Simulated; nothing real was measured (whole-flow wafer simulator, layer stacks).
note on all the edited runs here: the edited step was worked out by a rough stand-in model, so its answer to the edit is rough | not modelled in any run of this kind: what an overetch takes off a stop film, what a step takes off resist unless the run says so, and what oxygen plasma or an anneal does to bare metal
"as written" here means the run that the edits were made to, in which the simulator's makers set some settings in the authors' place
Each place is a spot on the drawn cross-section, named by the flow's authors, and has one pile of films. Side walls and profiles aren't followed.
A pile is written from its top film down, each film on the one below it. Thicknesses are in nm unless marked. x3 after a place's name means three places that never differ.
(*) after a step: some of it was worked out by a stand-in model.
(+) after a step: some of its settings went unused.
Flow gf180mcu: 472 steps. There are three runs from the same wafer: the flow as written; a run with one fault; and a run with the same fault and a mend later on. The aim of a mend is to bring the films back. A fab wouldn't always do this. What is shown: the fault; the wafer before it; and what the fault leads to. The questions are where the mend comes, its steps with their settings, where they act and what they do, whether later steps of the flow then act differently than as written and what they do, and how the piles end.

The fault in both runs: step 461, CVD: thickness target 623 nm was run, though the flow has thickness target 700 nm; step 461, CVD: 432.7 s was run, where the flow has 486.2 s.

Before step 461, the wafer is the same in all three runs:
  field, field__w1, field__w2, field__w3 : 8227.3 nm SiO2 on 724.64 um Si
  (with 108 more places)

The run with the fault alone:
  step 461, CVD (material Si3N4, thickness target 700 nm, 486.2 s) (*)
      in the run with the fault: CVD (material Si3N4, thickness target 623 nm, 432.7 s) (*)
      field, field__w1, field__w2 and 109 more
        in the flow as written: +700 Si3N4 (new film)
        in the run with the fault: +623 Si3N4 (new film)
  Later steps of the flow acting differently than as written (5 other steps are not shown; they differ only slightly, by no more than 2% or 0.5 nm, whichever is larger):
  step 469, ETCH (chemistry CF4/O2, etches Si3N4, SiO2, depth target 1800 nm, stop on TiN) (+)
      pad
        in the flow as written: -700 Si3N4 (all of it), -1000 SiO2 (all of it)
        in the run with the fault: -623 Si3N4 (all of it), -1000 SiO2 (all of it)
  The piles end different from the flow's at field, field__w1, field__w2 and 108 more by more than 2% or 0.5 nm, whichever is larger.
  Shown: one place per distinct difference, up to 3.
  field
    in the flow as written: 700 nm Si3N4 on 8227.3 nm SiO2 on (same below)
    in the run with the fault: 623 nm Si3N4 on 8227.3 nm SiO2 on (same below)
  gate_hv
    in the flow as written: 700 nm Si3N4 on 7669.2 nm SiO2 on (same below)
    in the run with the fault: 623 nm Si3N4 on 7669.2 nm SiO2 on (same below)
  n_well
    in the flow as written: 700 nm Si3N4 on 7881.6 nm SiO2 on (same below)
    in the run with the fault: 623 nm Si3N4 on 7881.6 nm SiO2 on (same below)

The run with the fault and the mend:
  The mend stands after step 461.
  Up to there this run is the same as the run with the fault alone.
  step 461a, CVD (material Si3N4, thickness target 77 nm, 53.48 s) (*) (the flow's step 461, run once more with other settings)
      field, field__w1, field__w2 and 109 more
        +77.1 Si3N4
  Later steps of the flow that are run all act as written at every place that is followed, up to a difference of at most 2% or 0.5 nm, whichever is larger.
  When the end is reached, the piles differ only a little from the flow's at the places that both follow, at most by 2% or 0.5 nm, whichever is larger.
